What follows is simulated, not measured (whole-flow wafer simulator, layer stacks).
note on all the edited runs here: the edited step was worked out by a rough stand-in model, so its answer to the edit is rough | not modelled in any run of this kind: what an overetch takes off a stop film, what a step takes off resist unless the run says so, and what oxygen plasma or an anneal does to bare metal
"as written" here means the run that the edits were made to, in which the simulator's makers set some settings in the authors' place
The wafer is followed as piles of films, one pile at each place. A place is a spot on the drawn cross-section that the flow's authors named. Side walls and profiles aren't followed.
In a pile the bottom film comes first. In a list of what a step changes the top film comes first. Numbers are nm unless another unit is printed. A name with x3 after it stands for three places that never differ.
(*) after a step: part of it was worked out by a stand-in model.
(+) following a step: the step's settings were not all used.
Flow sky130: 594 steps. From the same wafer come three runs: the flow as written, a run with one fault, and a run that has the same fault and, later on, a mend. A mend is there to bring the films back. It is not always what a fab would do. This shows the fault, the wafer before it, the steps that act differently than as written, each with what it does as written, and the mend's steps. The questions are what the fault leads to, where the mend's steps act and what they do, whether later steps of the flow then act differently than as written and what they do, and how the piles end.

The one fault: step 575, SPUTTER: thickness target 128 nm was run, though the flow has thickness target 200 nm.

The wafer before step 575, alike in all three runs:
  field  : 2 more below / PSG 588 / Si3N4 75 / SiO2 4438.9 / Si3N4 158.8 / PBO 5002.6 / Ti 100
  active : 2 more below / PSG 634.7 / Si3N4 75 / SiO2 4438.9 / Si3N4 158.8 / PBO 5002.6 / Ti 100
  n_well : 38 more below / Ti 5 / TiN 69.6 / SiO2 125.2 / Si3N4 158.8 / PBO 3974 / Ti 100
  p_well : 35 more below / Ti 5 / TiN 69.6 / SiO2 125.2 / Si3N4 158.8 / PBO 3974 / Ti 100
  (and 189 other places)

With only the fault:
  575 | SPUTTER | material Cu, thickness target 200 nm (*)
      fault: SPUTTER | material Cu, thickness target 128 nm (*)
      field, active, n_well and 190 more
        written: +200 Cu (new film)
        fault: +128 Cu (new film)
  Steps later in the flow that act otherwise than as written (6 more steps, not shown, differ only slightly: by at most 2% or 0.5 nm, whichever is larger):
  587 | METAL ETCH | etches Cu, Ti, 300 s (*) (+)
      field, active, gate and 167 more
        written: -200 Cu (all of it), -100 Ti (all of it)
        fault: -128 Cu (all of it), -100 Ti (all of it)
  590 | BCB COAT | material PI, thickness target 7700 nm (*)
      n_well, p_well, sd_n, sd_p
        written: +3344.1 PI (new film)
        fault: +3416.1 PI (new film)
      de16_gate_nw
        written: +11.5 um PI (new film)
        fault: +11.44 um PI (new film)
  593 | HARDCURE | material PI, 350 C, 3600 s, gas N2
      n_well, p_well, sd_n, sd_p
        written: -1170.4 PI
        fault: -1195.6 PI
  At n_well, p_well, sd_n and 15 more, the piles at the end differ from the flow's by more than 2% or 0.5 nm, whichever is larger.
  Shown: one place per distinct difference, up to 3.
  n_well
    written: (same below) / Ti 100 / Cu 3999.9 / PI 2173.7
    fault: (same below) / Ti 100 / Cu 3927.9 / PI 2220.5
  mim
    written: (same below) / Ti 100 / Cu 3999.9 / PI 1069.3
    fault: (same below) / Ti 100 / Cu 3927.9 / PI 1136.7
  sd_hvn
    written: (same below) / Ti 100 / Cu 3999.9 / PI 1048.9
    fault: (same below) / Ti 100 / Cu 3927.9 / PI 1118.3

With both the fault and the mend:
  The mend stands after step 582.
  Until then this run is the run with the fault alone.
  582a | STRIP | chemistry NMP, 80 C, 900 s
      wcut_nhv, wcut_phv, wcut_fox_pw and 23 more
        -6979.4 i-line resist (all of it)
      mim_edge_plate_strap, mim_edge_plate, mim_edge_gap, mim_edge_gap_sheet, vpp_l1ln, dnw_fox
        -6980.8 i-line resist (all of it)
      gate_len, gate_lvt_sd_len, gate_p_sd_len, gate_p_hvt_sd_len, gate_p_lvt_sd_len, gate_len_250
        -6982 i-line resist (all of it)
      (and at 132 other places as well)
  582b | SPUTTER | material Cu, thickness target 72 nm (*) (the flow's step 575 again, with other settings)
      field, active, n_well and 190 more
        +72 Cu
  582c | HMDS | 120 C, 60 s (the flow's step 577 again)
      does not change any film at any place that is followed
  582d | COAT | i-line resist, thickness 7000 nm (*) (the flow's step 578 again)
      dice_street, wcut_nhv, wcut_phv and 18 more
        +7000 i-line resist (new film)
      poly_ln, iso_pw_fox, gate_lvt_sd, active_lvt, spacer_lvt, sonos_sd, sonos_cell_x, sonos_guard_x
        +7003.2 i-line resist (new film)
      vpp_iso2, mim_edge_plate_strap, mim_edge_plate, mim_edge_gap, mim_edge_gap_sheet, gate_hv_nvt, de16_nw_sti
        +7001.4 i-line resist (new film)
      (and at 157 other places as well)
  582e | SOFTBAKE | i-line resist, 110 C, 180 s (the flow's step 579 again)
      de16_gate_pw, de16_pw_fp, de16_pw_sti, de16_psrc_nw
        -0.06 i-line resist
      field, active_lvt
        +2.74 i-line resist
      mim, vcap_hvt
        -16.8 i-line resist
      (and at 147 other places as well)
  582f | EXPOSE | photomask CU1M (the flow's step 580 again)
      does not change any film at any place that is followed
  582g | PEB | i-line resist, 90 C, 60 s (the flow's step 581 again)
      field, active, n_well and 134 more
        -0.07 i-line resist
      pad
        -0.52 i-line resist
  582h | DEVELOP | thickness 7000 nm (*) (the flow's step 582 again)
      field, active, gate and 167 more
        -20.6 i-line resist
      n_well, p_well, sd_n, sd_p
        -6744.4 i-line resist (all of it)
      dep_nw_sti, dep_ntap_nw, de16_nw_sti
        -7000.7 i-line resist (all of it)
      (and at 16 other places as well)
  None of the later steps of the flow acts differently than as written at any place that is followed.
  By the end, the piles equal the flow's at every place that both follow.
